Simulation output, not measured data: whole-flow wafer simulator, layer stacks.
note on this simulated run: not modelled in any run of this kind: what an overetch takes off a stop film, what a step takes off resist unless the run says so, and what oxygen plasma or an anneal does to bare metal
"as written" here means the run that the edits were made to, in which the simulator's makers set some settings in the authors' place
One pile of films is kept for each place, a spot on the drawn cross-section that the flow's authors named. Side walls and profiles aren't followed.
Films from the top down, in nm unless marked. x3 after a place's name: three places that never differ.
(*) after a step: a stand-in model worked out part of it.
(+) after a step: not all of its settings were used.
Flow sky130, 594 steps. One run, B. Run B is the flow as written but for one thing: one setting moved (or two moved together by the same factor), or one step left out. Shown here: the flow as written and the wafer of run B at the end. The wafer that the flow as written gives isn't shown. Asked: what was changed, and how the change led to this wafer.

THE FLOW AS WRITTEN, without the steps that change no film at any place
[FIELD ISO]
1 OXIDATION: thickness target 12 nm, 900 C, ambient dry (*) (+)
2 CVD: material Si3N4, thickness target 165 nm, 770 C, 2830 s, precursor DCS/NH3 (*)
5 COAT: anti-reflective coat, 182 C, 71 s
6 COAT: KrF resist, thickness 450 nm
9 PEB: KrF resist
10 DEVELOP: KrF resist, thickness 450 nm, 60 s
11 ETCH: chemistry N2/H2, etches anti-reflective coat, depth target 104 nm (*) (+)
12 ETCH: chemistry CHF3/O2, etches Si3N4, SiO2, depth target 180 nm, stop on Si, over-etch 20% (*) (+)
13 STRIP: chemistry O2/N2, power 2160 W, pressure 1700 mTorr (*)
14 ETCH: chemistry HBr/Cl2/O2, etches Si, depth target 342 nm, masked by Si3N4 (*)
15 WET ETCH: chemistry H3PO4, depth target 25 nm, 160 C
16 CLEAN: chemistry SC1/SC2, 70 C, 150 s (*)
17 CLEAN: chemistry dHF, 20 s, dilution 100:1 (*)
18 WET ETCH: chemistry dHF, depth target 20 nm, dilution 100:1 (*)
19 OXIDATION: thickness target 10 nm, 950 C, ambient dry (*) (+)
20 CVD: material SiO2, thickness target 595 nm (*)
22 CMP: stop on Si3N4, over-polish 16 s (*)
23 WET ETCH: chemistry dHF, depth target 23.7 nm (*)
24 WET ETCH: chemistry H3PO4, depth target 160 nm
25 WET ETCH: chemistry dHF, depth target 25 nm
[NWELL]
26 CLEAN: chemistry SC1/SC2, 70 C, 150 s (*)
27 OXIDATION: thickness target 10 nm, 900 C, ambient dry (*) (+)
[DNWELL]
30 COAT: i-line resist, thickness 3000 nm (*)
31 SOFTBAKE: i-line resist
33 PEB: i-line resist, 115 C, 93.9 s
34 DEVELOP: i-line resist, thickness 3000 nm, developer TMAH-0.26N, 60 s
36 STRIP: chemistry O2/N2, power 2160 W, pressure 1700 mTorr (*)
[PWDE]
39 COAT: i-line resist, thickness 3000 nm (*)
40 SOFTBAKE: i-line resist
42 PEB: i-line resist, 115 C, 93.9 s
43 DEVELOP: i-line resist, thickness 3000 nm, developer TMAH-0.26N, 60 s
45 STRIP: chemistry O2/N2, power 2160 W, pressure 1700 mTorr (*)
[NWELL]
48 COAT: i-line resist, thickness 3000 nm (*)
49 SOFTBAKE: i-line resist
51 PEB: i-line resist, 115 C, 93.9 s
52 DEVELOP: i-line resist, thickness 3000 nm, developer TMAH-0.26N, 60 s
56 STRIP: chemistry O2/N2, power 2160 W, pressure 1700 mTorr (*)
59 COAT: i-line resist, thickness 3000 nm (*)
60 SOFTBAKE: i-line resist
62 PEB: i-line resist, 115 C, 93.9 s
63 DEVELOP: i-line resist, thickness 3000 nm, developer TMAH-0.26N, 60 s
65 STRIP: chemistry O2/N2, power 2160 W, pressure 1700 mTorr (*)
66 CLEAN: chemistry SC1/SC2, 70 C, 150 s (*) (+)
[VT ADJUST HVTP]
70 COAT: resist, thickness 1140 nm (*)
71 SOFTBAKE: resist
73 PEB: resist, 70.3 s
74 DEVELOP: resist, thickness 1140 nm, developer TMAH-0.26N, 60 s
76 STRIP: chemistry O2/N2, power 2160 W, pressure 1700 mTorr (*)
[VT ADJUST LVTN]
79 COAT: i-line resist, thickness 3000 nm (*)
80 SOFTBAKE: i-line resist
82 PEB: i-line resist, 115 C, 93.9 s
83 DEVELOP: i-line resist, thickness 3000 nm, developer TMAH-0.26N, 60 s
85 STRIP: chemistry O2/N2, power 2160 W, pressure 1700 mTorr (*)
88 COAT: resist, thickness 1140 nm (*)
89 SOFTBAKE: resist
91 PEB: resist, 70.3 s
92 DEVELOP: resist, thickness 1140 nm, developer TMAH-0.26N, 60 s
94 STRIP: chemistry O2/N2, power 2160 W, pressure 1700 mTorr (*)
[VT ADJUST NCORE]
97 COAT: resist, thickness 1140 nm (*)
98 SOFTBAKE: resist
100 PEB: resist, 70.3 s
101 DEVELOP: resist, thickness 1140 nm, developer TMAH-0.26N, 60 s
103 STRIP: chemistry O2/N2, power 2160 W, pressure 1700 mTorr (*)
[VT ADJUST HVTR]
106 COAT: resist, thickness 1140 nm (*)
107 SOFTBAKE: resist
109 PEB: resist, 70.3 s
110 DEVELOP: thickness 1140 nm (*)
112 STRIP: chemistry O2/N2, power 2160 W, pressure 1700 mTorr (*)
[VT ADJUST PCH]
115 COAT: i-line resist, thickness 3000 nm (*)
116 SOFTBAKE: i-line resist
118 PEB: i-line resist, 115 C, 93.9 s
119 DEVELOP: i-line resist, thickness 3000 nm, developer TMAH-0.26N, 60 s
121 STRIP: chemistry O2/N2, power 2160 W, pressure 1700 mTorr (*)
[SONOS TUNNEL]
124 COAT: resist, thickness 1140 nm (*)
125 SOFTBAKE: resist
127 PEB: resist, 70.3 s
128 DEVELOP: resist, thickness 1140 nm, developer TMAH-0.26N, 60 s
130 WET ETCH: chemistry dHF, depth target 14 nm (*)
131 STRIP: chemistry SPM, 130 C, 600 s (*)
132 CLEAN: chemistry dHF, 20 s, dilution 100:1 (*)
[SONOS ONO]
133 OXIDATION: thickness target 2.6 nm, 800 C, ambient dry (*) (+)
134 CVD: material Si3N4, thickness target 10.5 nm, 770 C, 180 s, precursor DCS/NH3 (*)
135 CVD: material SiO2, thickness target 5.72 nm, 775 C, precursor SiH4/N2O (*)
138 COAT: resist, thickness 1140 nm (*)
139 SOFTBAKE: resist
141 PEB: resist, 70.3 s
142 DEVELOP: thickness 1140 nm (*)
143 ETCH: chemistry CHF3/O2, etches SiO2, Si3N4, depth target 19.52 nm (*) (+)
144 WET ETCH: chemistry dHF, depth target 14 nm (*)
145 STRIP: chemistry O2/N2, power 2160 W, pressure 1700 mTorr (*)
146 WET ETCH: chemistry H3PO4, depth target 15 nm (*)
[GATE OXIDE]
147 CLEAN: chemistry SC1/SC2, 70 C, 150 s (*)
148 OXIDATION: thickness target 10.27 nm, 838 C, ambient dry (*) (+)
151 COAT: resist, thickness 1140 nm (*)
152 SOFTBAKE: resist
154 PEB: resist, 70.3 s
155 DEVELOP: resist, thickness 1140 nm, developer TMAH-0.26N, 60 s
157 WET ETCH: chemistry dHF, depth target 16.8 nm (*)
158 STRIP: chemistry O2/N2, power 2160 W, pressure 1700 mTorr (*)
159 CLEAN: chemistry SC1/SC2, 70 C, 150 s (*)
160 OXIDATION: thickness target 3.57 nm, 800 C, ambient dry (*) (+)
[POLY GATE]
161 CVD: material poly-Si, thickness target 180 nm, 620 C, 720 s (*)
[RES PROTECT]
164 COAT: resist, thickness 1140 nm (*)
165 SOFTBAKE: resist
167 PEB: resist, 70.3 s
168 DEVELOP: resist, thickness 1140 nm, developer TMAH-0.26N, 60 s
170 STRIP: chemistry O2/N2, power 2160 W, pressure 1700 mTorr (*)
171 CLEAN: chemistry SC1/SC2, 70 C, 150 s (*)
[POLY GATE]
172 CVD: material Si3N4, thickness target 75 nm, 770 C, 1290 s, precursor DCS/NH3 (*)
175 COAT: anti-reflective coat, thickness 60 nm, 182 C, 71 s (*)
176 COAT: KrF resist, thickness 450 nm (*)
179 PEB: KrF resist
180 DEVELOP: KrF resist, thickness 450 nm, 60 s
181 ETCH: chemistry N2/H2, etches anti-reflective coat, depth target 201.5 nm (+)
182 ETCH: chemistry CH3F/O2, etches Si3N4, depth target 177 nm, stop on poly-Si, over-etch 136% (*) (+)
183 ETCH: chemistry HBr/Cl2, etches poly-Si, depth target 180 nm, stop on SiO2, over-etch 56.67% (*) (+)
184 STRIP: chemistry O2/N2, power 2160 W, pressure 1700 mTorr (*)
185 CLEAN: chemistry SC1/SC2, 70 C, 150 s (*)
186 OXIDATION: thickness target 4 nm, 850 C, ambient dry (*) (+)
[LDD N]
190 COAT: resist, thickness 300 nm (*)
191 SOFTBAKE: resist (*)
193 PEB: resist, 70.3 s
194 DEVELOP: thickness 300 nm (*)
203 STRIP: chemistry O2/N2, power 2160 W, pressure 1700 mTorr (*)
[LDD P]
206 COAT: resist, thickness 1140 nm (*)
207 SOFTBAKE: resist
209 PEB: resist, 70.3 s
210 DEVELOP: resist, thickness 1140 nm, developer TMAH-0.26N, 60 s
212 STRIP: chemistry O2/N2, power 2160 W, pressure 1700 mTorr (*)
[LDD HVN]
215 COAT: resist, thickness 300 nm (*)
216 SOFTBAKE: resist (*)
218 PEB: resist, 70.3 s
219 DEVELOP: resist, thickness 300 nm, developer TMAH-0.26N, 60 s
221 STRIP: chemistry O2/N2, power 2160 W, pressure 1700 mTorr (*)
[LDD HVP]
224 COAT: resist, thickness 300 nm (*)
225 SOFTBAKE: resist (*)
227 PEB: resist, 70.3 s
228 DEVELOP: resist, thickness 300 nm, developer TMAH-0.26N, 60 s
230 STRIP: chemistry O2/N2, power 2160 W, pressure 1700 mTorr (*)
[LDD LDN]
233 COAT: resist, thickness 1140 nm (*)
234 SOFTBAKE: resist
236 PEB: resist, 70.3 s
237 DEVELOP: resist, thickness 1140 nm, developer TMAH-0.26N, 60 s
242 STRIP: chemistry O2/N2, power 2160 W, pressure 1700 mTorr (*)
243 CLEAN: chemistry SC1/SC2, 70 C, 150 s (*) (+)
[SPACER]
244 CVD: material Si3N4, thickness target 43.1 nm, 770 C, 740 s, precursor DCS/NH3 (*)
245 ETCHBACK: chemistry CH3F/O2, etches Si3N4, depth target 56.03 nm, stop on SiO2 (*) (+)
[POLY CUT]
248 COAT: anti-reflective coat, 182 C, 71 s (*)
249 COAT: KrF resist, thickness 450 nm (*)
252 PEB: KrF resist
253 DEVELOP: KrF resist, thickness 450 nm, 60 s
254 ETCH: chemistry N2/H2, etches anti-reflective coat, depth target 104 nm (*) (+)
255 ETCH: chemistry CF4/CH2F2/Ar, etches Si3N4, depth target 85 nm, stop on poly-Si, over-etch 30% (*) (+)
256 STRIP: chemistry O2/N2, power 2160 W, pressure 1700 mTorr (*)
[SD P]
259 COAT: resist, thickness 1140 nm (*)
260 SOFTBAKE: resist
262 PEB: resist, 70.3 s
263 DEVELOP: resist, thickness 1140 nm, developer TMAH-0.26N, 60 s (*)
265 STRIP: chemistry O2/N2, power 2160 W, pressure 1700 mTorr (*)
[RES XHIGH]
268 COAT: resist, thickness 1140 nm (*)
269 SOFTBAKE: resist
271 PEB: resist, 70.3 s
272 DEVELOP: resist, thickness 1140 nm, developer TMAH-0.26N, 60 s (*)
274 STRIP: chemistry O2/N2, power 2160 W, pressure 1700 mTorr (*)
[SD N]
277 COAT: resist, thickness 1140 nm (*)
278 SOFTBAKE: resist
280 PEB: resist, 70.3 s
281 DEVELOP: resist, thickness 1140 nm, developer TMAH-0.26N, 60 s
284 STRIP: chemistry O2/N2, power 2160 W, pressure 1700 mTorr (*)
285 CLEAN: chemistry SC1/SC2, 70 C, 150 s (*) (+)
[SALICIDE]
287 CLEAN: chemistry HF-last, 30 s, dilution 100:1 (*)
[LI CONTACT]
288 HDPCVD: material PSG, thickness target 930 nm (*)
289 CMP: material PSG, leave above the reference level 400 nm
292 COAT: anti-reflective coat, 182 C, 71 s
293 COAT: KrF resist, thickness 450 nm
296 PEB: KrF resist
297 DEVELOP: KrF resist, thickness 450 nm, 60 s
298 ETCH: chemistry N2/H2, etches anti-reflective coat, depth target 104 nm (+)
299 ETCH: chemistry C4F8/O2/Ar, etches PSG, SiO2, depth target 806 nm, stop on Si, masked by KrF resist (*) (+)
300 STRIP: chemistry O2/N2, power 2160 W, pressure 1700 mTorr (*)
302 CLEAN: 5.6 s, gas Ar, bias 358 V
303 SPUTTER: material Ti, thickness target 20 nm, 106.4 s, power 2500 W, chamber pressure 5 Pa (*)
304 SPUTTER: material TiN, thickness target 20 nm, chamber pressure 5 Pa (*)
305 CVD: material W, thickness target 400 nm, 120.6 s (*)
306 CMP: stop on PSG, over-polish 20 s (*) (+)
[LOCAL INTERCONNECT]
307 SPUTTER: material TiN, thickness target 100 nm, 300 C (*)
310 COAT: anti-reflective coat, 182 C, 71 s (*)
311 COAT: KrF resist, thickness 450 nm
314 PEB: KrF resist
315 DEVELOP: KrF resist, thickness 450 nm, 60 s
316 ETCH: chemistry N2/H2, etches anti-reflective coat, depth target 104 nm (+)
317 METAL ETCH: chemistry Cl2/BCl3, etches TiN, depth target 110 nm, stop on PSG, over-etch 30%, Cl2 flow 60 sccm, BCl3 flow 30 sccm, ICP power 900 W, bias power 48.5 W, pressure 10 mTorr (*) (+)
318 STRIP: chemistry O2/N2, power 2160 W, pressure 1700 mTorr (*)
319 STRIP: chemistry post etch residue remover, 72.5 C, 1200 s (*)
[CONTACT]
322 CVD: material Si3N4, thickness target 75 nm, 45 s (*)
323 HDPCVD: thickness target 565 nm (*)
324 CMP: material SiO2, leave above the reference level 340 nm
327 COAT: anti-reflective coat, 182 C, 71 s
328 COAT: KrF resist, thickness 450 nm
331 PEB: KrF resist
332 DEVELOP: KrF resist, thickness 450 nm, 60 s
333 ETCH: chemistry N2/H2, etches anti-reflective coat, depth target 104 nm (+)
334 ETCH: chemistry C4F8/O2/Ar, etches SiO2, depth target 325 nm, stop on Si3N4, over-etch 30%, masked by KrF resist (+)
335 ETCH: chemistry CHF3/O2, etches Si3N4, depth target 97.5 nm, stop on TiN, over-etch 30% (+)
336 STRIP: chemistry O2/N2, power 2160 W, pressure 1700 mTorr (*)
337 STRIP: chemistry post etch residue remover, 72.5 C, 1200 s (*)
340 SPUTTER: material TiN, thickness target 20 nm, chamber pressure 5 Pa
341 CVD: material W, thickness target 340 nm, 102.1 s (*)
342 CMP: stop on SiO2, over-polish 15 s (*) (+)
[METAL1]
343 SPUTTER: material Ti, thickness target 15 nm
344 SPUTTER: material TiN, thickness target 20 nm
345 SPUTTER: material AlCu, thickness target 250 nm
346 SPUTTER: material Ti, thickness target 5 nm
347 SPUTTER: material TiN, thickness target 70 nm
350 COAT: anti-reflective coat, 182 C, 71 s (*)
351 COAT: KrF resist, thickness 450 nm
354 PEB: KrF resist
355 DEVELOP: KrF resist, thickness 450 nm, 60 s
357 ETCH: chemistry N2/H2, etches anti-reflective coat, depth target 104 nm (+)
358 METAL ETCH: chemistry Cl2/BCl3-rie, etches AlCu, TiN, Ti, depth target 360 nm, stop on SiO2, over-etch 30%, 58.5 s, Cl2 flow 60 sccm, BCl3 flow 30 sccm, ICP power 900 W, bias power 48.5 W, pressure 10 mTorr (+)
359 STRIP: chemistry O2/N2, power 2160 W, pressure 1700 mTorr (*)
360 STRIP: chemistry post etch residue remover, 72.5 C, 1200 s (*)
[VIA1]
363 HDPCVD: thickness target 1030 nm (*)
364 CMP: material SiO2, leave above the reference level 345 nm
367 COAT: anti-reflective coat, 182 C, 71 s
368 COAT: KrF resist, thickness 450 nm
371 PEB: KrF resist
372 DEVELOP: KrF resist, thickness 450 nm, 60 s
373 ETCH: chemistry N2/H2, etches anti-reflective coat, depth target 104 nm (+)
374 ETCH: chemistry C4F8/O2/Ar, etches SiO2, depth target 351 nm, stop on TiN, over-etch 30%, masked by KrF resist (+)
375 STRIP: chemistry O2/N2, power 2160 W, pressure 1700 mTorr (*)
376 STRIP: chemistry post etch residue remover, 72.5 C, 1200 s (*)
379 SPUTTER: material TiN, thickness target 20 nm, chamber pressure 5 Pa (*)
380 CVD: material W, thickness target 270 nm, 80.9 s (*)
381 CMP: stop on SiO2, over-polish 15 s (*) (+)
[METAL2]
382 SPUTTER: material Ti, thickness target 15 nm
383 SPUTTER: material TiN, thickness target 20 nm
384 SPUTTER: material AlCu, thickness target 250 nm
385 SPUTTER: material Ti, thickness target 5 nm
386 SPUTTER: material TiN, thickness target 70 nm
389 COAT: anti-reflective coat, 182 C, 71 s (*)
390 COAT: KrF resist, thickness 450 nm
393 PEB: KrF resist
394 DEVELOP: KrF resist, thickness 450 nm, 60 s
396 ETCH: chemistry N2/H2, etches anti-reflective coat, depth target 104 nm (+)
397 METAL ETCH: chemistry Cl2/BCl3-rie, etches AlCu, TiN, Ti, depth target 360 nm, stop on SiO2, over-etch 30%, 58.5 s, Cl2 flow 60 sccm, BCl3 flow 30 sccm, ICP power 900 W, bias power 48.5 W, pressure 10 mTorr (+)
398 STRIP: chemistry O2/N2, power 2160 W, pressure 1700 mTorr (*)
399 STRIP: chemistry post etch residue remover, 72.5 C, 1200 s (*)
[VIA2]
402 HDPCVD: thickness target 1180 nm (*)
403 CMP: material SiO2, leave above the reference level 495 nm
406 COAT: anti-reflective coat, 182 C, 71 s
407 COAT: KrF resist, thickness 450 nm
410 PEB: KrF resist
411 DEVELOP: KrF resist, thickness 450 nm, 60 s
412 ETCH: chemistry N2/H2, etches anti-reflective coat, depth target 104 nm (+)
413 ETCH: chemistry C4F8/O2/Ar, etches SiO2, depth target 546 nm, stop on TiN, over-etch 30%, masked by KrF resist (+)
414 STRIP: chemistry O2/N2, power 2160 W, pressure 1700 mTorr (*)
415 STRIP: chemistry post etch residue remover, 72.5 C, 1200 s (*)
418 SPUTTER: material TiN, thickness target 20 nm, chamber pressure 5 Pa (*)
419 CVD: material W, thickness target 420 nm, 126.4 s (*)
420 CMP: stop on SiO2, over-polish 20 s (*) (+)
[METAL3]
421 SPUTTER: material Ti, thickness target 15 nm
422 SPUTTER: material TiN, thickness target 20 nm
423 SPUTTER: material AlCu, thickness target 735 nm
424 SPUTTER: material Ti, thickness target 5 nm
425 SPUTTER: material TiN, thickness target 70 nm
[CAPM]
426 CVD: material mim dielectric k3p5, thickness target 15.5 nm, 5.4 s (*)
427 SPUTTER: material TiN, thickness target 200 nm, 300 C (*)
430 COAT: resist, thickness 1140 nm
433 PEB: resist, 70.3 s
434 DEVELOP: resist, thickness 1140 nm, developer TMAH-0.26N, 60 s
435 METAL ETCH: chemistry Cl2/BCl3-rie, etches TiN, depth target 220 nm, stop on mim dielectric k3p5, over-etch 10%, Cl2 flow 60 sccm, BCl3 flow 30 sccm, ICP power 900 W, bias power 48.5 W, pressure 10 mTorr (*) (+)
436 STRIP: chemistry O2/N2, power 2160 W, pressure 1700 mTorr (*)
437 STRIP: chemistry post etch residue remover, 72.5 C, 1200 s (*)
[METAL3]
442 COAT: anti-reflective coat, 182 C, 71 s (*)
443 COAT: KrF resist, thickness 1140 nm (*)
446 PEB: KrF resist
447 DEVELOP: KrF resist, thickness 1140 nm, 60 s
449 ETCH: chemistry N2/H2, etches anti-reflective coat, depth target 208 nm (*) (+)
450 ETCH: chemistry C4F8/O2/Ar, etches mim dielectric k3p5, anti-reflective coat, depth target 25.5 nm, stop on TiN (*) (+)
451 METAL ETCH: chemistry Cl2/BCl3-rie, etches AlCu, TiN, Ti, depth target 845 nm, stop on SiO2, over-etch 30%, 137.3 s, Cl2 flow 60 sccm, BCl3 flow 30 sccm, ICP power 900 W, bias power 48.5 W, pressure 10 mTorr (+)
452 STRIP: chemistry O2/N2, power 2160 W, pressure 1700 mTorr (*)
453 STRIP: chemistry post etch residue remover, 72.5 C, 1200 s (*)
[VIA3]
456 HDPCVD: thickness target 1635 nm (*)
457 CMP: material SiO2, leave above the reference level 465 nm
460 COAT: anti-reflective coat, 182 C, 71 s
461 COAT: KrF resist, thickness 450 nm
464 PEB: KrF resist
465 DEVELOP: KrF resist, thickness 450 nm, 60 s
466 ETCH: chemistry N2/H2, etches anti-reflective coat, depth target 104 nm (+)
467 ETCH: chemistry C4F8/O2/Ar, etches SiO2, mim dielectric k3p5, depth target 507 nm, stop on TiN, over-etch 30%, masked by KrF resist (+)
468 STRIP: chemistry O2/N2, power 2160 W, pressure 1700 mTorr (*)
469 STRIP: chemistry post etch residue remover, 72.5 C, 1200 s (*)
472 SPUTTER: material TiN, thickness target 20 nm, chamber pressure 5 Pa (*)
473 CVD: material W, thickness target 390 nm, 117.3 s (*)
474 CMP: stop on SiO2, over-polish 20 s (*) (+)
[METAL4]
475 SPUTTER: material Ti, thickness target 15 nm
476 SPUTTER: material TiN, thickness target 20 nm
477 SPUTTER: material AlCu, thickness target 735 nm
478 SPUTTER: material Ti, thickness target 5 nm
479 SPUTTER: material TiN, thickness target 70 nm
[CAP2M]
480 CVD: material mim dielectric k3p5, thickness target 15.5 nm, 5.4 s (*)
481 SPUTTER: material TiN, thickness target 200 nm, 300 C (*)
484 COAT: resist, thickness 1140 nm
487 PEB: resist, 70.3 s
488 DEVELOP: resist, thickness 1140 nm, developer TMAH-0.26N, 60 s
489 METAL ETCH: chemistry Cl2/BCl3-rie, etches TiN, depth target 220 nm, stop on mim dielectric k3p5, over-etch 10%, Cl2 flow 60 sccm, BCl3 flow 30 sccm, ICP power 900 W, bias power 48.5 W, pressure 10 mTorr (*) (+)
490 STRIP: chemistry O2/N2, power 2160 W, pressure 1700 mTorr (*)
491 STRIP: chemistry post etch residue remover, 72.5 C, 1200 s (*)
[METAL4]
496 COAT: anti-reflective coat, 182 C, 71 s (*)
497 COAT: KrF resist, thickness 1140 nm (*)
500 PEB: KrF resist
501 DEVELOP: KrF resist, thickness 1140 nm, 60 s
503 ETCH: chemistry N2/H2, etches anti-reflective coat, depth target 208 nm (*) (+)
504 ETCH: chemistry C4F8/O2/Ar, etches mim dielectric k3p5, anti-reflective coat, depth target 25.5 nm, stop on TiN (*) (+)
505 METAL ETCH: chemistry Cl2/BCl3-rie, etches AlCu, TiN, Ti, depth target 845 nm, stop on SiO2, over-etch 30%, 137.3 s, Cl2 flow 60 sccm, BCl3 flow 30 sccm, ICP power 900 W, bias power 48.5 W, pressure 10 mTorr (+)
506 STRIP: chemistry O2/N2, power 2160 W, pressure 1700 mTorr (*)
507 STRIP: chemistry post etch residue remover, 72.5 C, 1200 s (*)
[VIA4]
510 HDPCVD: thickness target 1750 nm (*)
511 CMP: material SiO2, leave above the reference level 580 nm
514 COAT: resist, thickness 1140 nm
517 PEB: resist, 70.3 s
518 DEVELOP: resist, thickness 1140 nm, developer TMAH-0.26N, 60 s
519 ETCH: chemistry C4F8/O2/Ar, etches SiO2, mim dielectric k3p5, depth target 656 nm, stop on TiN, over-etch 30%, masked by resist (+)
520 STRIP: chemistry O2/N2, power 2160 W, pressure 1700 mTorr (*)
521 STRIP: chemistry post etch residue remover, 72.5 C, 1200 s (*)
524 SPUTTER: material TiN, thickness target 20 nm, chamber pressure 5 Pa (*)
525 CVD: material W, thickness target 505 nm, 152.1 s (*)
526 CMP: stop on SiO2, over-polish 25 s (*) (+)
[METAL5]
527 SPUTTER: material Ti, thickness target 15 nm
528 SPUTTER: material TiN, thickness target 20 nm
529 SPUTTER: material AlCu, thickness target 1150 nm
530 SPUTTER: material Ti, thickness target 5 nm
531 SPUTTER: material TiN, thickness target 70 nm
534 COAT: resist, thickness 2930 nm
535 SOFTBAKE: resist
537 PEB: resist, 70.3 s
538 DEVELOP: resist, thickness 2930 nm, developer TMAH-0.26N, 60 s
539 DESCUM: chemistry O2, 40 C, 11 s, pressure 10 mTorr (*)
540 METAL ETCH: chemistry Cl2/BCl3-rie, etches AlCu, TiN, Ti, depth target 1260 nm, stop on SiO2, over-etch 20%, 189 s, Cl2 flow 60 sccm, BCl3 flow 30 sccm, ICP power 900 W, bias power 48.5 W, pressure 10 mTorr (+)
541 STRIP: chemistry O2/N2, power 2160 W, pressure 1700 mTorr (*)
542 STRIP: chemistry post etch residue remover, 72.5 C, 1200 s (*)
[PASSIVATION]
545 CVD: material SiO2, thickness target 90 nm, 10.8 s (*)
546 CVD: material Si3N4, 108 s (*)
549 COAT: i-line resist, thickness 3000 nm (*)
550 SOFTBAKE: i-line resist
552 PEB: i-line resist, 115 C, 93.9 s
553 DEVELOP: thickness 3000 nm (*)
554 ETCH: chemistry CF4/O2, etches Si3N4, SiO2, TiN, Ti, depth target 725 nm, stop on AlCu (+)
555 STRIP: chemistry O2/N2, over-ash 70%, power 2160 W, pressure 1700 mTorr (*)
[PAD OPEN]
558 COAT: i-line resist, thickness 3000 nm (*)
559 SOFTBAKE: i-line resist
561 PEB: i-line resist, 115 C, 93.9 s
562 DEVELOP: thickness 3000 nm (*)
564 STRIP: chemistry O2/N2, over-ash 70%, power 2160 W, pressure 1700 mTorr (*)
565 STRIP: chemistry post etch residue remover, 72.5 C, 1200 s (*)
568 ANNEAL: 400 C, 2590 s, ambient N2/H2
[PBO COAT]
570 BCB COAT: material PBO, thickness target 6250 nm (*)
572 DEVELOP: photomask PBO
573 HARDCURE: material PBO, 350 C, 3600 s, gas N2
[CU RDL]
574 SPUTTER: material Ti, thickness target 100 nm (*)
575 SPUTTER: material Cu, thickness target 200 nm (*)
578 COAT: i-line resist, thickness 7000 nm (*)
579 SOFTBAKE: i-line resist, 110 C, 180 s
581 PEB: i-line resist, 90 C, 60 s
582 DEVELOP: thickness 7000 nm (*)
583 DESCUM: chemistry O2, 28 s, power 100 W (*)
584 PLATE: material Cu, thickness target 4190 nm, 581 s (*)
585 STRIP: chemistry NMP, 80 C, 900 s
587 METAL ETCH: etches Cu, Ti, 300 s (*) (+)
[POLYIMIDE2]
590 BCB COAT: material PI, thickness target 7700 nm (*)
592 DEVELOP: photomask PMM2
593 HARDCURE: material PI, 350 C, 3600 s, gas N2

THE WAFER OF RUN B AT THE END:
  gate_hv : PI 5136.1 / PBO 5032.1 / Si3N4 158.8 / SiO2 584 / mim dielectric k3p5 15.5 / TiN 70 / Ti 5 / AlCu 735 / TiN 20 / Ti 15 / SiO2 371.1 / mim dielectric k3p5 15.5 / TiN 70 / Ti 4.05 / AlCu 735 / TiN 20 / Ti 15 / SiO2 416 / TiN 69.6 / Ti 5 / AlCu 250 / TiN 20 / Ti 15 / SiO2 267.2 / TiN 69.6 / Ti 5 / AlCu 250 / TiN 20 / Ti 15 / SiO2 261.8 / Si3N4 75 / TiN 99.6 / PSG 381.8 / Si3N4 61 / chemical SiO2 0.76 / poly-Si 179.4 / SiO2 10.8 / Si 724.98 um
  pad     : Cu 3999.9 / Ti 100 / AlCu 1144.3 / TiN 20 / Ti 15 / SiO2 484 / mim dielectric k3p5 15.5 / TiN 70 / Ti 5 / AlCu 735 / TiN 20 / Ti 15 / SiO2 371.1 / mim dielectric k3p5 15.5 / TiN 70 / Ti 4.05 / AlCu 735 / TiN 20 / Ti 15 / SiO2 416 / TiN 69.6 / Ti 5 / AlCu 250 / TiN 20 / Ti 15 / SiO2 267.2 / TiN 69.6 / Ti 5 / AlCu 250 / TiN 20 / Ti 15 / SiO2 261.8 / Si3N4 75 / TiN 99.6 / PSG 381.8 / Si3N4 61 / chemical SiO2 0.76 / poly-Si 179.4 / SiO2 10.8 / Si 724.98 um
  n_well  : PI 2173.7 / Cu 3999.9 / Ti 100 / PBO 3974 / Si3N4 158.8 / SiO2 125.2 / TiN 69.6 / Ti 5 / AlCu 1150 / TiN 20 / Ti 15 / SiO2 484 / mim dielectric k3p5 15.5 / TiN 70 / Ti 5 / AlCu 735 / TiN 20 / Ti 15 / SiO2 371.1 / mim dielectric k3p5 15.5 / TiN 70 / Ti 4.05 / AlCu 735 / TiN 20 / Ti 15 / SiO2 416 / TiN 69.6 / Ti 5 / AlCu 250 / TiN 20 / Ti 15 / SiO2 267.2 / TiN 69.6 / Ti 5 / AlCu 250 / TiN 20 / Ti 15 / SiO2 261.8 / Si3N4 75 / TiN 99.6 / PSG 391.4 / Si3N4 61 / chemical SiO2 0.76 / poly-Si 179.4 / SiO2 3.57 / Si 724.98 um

The cause: step 424, SPUTTER: thickness target 4.05 nm was run, where the flow has thickness target 5 nm.
It can be read off the wafer: gate_hv has Ti 4.05, and step 424 as written asks for 5 nm.

How the change led to this, step by step:
  424 SPUTTER: material Ti, thickness target 5 nm
      field, active, n_well and 188 more: Ti +4.05 (new film) (as written it would be: Ti +5 (new film))
  451 METAL ETCH: chemistry Cl2/BCl3-rie, etches AlCu, TiN, Ti, depth target 845 nm, stop on SiO2, over-etch 30%, 137.3 s, Cl2 flow 60 sccm, BCl3 flow 30 sccm, ICP power 900 W, bias power 48.5 W, pressure 10 mTorr (+)
      field, gate, spacer and 68 more: TiN -70 (all of it), Ti -4.05 (all of it), AlCu -735 (all of it), TiN -20 (all of it), Ti -15 (all of it), SiO2 -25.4 (as written it would be: TiN -70 (all of it), Ti -5 (all of it), AlCu -735 (all of it), TiN -20 (all of it), Ti -15 (all of it), SiO2 -25.4)
      active, vpp_ln, vpp_iso2 and 11 more: TiN -70 (all of it), Ti -4.05 (all of it), AlCu -735 (all of it), TiN -20 (all of it), Ti -15 (all of it), SiO2 -25.4 (as written it would be: TiN -70 (all of it), Ti -5 (all of it), AlCu -735 (all of it), TiN -20 (all of it), Ti -15 (all of it), SiO2 -25.3)
